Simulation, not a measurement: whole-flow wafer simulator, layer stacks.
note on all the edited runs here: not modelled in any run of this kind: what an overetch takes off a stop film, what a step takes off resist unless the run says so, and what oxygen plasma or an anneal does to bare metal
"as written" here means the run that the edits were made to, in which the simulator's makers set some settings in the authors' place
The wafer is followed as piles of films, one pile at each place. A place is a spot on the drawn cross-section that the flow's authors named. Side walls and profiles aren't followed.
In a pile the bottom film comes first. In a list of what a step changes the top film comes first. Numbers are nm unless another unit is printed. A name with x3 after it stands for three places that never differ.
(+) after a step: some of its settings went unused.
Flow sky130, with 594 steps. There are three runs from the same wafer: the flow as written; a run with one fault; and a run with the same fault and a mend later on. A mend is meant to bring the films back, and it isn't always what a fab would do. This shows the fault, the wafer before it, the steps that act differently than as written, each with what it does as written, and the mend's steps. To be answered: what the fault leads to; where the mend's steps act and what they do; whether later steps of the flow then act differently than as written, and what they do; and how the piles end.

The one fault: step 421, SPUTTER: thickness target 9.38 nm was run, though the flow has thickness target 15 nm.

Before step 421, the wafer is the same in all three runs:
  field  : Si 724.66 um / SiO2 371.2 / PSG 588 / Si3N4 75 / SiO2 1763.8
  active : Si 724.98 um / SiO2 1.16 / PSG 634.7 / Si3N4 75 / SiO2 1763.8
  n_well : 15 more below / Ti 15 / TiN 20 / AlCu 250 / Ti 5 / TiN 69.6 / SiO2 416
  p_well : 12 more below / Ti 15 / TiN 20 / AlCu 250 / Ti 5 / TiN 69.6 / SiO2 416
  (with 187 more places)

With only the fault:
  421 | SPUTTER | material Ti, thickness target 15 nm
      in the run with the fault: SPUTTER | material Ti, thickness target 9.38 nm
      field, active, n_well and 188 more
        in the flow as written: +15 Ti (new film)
        in the run with the fault: +9.38 Ti (new film)
  Later steps of the flow acting differently than as written (not shown: 7 more steps that differ only slightly, by at most 2% or 0.5 nm, whichever is larger):
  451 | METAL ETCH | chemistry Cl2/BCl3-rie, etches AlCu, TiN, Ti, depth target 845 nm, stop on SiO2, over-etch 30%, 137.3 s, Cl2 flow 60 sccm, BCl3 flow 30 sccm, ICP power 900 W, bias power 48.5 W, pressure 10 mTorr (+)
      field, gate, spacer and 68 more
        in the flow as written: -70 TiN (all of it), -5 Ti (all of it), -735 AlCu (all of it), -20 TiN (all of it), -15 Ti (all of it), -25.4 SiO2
        in the run with the fault: -70 TiN (all of it), -5 Ti (all of it), -735 AlCu (all of it), -20 TiN (all of it), -9.38 Ti (all of it), -25.9 SiO2
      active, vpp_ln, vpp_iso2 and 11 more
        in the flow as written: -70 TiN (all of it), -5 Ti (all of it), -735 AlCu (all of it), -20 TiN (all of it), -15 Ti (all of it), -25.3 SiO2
        in the run with the fault: -70 TiN (all of it), -5 Ti (all of it), -735 AlCu (all of it), -20 TiN (all of it), -9.38 Ti (all of it), -25.9 SiO2
  By the end, the piles at n_well, p_well, gate_hv and 104 more depart from the flow's by more than 2% or 0.5 nm, whichever is larger.
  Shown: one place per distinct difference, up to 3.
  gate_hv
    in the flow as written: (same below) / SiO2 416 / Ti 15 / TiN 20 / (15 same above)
    in the run with the fault: (same below) / SiO2 416 / Ti 9.38 / TiN 20 / (15 same above)
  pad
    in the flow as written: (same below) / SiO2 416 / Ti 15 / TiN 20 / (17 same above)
    in the run with the fault: (same below) / SiO2 416 / Ti 9.38 / TiN 20 / (17 same above)
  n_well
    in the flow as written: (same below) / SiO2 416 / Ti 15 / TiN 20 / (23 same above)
    in the run with the fault: (same below) / SiO2 416 / Ti 9.38 / TiN 20 / (23 same above)

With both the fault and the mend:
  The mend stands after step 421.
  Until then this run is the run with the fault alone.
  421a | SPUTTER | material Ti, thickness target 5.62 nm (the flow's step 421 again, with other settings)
      field, active, n_well and 188 more
        +5.62 Ti
  Later steps of the flow that are run all act as written at every place that is followed.
  At every place that both follow, the piles at the end match the flow's.
